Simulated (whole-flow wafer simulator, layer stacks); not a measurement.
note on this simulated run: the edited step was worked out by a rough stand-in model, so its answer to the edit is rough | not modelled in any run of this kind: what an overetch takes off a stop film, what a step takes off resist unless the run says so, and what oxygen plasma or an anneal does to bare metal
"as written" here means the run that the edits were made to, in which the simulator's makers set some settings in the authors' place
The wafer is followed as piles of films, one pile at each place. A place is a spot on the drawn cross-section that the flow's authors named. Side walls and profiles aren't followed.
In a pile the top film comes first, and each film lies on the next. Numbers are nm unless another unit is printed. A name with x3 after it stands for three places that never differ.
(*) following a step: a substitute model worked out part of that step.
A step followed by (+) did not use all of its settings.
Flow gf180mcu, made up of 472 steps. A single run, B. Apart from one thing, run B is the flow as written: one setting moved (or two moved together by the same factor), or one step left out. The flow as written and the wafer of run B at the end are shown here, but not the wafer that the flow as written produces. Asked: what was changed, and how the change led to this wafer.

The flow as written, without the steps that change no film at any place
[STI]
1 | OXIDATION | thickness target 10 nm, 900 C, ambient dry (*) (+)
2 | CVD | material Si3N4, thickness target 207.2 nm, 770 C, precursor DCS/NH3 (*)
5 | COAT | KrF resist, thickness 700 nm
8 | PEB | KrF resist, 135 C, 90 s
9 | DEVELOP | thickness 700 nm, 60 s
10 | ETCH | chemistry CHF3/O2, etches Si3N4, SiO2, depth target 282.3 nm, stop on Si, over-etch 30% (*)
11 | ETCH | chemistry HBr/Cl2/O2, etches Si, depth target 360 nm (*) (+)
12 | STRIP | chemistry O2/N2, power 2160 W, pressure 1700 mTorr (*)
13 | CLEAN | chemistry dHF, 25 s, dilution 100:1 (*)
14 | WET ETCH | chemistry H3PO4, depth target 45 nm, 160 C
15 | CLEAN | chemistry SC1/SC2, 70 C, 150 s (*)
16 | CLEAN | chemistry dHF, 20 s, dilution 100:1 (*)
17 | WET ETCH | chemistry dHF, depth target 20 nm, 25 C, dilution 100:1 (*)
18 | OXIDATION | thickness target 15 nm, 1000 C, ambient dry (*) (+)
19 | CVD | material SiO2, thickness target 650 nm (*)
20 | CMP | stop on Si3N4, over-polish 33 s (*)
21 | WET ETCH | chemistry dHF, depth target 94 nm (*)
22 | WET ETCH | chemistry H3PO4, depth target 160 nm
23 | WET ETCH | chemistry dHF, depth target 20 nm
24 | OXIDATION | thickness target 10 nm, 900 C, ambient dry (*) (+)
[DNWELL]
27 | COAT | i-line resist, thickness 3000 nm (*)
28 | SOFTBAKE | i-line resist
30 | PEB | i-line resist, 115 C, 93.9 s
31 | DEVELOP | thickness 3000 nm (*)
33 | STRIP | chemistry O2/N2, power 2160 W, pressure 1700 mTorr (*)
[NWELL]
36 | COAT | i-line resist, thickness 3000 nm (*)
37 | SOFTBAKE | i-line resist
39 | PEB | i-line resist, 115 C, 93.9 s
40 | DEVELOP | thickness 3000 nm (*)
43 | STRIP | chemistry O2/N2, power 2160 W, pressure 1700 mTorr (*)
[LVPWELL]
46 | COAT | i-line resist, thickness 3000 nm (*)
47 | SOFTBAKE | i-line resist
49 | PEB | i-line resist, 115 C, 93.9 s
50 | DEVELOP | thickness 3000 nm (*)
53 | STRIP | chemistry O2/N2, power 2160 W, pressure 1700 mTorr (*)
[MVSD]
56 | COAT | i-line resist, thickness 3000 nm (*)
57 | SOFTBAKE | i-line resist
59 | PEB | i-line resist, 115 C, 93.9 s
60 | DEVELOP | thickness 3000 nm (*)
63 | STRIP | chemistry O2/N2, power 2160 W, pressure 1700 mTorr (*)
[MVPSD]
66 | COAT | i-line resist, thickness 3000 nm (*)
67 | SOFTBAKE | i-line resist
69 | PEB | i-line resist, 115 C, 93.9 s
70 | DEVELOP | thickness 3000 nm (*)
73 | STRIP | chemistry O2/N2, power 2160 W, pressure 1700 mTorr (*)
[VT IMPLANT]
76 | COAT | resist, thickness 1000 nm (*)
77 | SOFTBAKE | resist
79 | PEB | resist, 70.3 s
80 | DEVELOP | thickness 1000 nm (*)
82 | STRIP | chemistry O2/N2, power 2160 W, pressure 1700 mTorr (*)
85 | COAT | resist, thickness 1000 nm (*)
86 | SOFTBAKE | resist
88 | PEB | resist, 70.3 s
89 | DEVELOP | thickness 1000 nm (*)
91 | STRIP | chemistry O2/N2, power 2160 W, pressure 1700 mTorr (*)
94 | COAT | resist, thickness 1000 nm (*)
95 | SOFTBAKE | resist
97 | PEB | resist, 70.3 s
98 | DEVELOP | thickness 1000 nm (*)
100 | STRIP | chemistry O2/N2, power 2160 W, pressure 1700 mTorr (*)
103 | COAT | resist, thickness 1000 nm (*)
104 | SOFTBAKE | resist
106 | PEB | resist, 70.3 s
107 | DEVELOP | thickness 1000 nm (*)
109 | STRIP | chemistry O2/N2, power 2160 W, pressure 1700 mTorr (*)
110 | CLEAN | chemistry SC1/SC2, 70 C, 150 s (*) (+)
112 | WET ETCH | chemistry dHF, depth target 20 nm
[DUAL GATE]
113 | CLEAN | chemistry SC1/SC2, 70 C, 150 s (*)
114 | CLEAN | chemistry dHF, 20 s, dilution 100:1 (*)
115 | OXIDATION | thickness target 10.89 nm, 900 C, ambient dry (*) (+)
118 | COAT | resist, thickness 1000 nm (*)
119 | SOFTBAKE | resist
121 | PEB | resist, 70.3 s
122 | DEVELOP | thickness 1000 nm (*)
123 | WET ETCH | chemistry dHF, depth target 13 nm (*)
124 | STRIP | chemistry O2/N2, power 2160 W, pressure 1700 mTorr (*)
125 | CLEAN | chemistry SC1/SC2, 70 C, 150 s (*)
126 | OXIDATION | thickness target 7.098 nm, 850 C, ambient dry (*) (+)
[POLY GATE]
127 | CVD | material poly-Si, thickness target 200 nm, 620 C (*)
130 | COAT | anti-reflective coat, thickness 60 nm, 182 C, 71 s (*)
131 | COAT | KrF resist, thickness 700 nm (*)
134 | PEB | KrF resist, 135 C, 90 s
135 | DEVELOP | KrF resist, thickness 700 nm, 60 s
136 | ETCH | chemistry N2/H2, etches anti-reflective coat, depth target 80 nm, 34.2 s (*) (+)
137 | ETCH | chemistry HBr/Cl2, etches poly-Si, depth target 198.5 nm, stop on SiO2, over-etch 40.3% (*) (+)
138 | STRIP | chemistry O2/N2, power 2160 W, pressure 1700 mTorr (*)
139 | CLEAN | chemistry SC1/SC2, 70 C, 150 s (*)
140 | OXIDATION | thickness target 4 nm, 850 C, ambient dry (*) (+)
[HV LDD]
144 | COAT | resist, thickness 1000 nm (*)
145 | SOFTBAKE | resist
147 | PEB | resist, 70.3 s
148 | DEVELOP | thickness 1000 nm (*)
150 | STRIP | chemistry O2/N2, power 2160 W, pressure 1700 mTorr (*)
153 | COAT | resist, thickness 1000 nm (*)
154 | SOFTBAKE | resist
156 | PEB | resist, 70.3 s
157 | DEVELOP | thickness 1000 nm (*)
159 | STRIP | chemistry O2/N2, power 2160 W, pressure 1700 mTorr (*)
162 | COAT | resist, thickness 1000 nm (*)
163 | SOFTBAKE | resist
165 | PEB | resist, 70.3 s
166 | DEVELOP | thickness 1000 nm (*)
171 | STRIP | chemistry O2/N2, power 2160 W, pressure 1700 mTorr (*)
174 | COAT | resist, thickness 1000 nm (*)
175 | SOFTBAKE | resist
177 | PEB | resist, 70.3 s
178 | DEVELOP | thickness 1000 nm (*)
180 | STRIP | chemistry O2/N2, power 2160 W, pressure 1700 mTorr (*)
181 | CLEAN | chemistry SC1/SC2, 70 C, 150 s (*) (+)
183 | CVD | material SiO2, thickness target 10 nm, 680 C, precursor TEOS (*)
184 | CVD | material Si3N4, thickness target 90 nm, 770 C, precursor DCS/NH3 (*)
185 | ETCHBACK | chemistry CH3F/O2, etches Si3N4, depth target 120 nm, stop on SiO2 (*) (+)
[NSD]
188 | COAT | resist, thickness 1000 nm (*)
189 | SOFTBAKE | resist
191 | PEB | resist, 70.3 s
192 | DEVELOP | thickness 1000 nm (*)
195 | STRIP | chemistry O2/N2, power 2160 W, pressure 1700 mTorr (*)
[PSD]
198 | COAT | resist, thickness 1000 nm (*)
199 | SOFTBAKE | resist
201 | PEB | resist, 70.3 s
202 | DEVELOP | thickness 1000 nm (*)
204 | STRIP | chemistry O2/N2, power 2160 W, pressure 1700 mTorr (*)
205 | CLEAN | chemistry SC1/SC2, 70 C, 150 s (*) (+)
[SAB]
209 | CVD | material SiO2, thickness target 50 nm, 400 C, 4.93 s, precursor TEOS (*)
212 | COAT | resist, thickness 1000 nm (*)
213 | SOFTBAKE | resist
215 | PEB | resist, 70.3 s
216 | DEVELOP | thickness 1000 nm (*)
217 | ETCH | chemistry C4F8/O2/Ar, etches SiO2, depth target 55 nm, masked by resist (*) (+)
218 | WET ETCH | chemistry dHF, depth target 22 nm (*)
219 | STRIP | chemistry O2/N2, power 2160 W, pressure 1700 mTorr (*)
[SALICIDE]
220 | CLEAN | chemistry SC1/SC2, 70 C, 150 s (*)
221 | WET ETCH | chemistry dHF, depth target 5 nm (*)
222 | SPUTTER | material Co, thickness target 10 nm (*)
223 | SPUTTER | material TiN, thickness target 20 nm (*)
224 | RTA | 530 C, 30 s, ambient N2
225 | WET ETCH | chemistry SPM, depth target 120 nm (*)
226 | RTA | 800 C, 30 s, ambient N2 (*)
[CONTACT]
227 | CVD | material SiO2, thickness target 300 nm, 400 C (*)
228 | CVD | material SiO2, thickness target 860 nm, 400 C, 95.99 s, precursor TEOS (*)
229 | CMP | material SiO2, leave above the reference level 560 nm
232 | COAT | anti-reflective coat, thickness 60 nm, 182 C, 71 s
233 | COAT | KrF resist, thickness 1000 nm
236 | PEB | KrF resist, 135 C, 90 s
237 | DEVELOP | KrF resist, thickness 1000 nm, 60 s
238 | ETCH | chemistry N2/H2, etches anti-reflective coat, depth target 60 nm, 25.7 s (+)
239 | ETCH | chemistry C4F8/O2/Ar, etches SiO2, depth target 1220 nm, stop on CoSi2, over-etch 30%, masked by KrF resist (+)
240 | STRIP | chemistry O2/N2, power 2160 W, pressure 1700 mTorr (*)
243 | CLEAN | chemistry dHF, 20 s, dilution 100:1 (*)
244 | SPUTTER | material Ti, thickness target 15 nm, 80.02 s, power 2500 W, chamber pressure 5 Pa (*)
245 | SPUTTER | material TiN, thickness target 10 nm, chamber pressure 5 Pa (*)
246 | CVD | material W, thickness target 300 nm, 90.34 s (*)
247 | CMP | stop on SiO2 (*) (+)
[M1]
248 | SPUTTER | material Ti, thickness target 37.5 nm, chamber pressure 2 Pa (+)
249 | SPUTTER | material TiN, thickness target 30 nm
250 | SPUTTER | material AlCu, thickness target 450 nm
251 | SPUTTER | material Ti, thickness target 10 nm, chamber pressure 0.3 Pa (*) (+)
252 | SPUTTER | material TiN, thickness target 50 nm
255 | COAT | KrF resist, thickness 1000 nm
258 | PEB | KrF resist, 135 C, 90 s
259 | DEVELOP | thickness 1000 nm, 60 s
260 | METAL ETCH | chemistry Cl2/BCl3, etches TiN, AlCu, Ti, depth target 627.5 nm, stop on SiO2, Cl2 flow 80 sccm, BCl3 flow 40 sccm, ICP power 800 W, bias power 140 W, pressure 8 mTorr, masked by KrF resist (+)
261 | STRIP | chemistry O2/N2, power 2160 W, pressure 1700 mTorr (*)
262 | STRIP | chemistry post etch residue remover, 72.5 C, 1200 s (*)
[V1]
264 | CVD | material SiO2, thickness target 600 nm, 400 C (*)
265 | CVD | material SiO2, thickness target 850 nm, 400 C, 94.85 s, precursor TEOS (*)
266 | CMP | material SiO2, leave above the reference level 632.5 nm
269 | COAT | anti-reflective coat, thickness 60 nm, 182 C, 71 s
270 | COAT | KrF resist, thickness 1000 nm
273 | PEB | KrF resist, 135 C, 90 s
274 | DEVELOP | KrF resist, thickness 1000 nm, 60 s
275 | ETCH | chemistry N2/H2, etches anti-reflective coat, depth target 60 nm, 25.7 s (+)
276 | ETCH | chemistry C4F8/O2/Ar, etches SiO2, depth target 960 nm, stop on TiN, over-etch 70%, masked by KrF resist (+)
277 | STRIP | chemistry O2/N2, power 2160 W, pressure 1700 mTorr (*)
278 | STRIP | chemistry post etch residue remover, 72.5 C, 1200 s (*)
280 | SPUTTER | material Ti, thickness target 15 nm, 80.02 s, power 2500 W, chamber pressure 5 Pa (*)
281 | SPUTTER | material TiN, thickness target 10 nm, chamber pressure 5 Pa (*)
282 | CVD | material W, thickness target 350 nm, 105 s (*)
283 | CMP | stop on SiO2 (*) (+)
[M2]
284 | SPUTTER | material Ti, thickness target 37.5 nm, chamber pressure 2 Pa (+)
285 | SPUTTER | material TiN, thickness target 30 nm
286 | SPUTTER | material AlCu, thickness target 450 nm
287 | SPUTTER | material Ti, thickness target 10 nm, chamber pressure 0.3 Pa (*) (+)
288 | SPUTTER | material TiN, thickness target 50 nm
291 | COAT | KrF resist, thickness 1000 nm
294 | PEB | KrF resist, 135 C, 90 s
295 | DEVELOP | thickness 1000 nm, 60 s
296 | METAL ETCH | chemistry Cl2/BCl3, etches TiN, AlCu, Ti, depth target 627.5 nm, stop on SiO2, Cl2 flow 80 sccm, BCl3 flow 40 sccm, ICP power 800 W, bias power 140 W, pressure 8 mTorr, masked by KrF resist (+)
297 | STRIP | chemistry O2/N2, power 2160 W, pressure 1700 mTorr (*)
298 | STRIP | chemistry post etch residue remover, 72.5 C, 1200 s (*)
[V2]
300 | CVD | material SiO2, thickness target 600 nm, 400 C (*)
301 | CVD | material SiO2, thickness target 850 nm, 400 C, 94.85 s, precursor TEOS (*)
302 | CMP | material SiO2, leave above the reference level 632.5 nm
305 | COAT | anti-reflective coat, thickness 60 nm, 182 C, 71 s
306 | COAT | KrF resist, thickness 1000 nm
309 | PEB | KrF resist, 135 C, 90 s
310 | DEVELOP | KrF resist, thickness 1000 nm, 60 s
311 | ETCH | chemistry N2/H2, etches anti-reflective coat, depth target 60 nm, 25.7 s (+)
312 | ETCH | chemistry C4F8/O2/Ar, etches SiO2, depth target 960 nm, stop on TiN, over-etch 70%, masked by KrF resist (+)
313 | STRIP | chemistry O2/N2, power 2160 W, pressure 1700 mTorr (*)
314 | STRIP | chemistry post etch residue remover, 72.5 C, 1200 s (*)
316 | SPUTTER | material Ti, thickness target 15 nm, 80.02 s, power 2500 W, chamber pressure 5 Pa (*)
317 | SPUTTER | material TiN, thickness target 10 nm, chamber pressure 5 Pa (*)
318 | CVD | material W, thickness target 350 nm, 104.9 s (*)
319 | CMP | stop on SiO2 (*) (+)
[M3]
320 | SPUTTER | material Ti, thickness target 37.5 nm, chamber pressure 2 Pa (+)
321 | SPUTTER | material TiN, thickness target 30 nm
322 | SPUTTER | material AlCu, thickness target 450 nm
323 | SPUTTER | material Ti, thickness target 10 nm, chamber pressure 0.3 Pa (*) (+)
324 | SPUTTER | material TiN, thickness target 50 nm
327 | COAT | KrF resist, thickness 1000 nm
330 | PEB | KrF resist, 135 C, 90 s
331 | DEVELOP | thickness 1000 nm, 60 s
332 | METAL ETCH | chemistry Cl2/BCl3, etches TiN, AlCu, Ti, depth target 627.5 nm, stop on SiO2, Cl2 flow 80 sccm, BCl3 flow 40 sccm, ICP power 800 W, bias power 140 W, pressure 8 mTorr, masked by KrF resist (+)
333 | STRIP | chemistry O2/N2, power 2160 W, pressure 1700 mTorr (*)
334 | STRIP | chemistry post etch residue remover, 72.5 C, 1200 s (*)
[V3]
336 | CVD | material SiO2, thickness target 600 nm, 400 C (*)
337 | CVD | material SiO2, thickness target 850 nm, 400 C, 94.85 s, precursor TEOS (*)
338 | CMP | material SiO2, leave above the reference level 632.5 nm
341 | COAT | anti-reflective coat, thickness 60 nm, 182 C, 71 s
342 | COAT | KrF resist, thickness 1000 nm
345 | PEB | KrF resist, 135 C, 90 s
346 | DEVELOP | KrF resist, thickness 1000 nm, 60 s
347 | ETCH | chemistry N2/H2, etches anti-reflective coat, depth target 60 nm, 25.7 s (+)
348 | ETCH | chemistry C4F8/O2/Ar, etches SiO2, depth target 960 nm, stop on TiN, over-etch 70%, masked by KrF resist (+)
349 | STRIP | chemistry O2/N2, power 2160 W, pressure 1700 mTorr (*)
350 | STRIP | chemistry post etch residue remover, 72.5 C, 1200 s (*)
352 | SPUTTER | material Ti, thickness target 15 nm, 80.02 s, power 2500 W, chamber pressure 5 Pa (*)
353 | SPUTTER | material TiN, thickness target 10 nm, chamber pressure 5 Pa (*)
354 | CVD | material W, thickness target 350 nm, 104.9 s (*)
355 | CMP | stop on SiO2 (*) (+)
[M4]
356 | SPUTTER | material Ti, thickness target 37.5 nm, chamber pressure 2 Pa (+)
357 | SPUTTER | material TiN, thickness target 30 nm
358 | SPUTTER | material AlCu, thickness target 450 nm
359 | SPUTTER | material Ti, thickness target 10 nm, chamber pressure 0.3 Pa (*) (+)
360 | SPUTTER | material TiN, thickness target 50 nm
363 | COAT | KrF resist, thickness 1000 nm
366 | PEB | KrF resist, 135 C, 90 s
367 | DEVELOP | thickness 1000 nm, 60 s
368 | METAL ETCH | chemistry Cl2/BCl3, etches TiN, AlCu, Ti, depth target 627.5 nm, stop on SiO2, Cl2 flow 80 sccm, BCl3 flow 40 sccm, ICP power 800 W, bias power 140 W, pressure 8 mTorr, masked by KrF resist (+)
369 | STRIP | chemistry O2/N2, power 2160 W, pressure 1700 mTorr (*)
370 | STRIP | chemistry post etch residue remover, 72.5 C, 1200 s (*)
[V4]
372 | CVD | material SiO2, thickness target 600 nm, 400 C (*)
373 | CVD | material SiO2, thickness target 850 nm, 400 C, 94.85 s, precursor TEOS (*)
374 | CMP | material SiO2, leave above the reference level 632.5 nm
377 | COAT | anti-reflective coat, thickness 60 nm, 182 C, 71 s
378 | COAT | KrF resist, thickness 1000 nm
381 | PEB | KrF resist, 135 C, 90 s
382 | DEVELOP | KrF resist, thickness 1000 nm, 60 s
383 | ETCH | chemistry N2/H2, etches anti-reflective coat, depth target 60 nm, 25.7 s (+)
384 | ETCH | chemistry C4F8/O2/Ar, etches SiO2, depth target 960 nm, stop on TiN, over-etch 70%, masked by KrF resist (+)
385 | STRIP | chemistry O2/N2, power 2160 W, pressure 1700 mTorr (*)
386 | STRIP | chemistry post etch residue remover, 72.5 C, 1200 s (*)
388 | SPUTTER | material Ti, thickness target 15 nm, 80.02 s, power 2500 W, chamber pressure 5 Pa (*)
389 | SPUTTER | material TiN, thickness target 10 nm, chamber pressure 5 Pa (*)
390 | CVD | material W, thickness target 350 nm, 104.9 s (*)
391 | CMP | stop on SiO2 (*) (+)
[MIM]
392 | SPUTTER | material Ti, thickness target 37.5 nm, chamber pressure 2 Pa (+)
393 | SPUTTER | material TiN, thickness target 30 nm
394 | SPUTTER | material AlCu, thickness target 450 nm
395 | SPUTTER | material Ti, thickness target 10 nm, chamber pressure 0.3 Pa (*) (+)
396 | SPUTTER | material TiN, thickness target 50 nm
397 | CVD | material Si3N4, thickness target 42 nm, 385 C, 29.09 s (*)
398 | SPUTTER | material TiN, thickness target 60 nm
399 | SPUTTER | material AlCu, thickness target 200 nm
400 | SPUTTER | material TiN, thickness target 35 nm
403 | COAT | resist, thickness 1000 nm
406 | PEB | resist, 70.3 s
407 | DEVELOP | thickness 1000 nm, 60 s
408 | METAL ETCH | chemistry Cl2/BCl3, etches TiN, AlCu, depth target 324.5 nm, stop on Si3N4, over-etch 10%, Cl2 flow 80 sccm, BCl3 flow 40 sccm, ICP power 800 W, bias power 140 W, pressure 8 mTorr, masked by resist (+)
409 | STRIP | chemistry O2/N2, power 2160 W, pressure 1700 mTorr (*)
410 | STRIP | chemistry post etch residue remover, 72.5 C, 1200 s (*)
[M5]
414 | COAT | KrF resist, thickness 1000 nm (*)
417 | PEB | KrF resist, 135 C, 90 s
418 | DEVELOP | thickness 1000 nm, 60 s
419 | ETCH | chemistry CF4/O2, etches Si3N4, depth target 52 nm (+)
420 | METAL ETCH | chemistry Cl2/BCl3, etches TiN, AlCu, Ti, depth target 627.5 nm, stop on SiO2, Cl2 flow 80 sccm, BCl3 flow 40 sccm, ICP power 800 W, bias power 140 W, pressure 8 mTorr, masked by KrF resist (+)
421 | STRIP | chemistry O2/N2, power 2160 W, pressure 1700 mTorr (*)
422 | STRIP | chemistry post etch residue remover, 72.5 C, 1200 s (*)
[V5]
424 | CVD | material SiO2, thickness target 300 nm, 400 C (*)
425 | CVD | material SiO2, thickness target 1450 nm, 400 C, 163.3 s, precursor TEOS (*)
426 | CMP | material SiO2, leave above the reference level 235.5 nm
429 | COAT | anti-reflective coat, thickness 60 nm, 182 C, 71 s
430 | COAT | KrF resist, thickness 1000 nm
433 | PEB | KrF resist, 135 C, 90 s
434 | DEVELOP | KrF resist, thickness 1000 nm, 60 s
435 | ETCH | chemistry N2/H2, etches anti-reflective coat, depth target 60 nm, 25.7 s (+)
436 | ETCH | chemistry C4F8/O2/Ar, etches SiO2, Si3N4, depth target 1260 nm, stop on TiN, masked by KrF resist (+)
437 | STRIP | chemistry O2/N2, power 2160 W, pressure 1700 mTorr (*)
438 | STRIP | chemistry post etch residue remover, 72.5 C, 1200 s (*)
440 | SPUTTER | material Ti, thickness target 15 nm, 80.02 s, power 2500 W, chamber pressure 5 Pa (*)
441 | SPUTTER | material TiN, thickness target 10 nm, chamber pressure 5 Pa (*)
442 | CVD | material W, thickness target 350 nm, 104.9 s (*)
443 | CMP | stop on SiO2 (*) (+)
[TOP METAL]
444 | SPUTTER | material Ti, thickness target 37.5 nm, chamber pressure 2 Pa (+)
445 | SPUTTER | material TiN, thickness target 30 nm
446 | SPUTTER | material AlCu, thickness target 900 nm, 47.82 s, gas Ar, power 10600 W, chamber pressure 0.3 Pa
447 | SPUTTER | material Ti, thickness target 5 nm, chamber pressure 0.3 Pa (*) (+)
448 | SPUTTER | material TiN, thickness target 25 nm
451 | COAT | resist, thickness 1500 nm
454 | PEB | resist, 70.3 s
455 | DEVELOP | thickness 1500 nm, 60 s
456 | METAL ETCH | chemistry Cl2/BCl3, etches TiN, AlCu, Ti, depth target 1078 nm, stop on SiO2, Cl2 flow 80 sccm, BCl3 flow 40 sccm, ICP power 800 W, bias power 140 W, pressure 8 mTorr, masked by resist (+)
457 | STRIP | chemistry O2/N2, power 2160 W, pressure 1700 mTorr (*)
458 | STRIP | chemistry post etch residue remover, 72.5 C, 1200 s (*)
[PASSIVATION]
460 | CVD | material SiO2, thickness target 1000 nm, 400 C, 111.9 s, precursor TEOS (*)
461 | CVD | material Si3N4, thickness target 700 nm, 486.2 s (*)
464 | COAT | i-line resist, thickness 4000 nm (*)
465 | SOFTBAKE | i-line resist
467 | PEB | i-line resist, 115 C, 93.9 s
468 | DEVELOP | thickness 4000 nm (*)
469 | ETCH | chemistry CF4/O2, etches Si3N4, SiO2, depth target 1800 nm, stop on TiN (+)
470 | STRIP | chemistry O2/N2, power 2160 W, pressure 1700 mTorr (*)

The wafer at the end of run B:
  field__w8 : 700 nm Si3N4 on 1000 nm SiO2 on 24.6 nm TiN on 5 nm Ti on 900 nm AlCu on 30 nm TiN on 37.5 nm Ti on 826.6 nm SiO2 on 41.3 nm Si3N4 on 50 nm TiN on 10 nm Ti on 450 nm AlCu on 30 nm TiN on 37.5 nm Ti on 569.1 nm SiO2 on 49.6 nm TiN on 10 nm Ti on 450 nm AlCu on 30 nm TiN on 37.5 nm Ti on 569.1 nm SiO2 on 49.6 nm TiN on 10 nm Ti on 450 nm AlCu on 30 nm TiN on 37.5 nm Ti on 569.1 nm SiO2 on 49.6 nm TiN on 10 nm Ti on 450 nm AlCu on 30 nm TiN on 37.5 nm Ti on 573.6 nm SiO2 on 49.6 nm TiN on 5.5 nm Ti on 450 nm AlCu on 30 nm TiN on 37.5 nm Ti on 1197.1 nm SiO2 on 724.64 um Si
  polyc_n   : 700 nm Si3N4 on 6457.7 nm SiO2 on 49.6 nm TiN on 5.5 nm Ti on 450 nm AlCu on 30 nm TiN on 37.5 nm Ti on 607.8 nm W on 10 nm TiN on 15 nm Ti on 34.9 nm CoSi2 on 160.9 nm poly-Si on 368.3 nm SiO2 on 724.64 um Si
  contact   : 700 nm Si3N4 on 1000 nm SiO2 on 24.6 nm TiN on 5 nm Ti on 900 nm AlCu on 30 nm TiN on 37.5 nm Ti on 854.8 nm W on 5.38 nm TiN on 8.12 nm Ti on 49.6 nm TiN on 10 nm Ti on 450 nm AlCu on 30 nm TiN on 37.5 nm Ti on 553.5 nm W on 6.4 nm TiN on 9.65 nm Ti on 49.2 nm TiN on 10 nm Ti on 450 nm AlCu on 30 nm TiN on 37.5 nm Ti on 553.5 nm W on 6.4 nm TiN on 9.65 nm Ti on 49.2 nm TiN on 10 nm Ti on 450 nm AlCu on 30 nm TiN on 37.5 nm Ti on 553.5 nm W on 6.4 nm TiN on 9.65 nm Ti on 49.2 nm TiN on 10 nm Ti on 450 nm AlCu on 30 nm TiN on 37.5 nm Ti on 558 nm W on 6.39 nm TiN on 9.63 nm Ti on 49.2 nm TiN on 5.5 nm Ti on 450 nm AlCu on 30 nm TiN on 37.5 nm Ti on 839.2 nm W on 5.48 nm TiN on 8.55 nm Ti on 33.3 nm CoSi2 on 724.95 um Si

Cause: step 251, SPUTTER: thickness target 5.5 nm was run, whereas the flow has thickness target 10 nm.
One can read it off the wafer: field__w8 has Ti 5.5, and step 251 as written asks for 10 nm.

The path from the change to this, step by step:
  251 | SPUTTER | material Ti, thickness target 10 nm, chamber pressure 0.3 Pa (*) (+)
      field, field__w1, field__w2 and 108 more: +5.5 Ti (new film) (it would be, as written: +10 Ti (new film))
  260 | METAL ETCH | chemistry Cl2/BCl3, etches TiN, AlCu, Ti, depth target 627.5 nm, stop on SiO2, Cl2 flow 80 sccm, BCl3 flow 40 sccm, ICP power 800 W, bias power 140 W, pressure 8 mTorr, masked by KrF resist (+)
      field, field__w1, field__w2 and 99 more: -50 TiN (all of it), -5.5 Ti (all of it), -450 AlCu (all of it), -30 TiN (all of it), -37.5 Ti (all of it) (it would be, as written: -50 TiN (all of it), -10 Ti (all of it), -450 AlCu (all of it), -30 TiN (all of it), -37.5 Ti (all of it))
